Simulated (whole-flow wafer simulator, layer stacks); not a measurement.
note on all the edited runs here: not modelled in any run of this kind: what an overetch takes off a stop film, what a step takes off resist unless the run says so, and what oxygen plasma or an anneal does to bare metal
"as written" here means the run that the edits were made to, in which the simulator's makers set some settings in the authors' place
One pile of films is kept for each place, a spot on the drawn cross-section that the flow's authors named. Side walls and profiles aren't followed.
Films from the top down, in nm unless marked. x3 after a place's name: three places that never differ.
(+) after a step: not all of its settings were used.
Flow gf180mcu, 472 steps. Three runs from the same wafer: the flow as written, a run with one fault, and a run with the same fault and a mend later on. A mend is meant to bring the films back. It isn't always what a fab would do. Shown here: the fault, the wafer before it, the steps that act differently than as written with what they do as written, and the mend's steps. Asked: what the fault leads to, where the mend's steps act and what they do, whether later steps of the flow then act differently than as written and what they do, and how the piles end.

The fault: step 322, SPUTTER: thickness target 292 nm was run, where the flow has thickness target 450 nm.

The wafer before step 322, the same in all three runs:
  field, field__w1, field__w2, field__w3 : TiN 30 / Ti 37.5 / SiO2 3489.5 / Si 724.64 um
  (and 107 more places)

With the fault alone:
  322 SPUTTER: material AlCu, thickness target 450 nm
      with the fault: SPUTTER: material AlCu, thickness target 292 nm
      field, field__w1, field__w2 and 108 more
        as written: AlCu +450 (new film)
        with the fault: AlCu +292 (new film)
  Later steps of the flow that act differently than as written:
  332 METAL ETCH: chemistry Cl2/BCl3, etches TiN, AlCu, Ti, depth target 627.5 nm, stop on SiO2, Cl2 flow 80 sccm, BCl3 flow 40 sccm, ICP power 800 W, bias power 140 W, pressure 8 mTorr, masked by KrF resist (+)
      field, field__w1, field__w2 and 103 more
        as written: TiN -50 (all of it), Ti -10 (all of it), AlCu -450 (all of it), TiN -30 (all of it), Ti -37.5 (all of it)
        with the fault: TiN -50 (all of it), Ti -10 (all of it), AlCu -292 (all of it), TiN -30 (all of it), Ti -37.5 (all of it)
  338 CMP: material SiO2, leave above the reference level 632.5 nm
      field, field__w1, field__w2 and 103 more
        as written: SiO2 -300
        with the fault: SiO2 -458
  At the end the piles differ from the flow's by more than 2% or 0.5 nm, whichever is larger, at field__w4, field__w8, active and 60 more.
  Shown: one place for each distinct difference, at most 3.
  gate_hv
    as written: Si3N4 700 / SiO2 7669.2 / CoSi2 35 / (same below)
    with the fault: Si3N4 700 / SiO2 7511.2 / CoSi2 35 / (same below)
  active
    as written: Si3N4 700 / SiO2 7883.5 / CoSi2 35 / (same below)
    with the fault: Si3N4 700 / SiO2 7725.5 / CoSi2 35 / (same below)
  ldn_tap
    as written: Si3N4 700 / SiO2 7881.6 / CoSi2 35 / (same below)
    with the fault: Si3N4 700 / SiO2 7723.6 / CoSi2 35 / (same below)

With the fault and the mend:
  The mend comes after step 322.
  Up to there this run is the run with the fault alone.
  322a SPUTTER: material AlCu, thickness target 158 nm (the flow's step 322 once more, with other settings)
      field, field__w1, field__w2 and 108 more
        AlCu +158
  No later step of the flow acts differently than as written at any place that is followed.
  At the end the piles are the same as the flow's at every place that both follow.
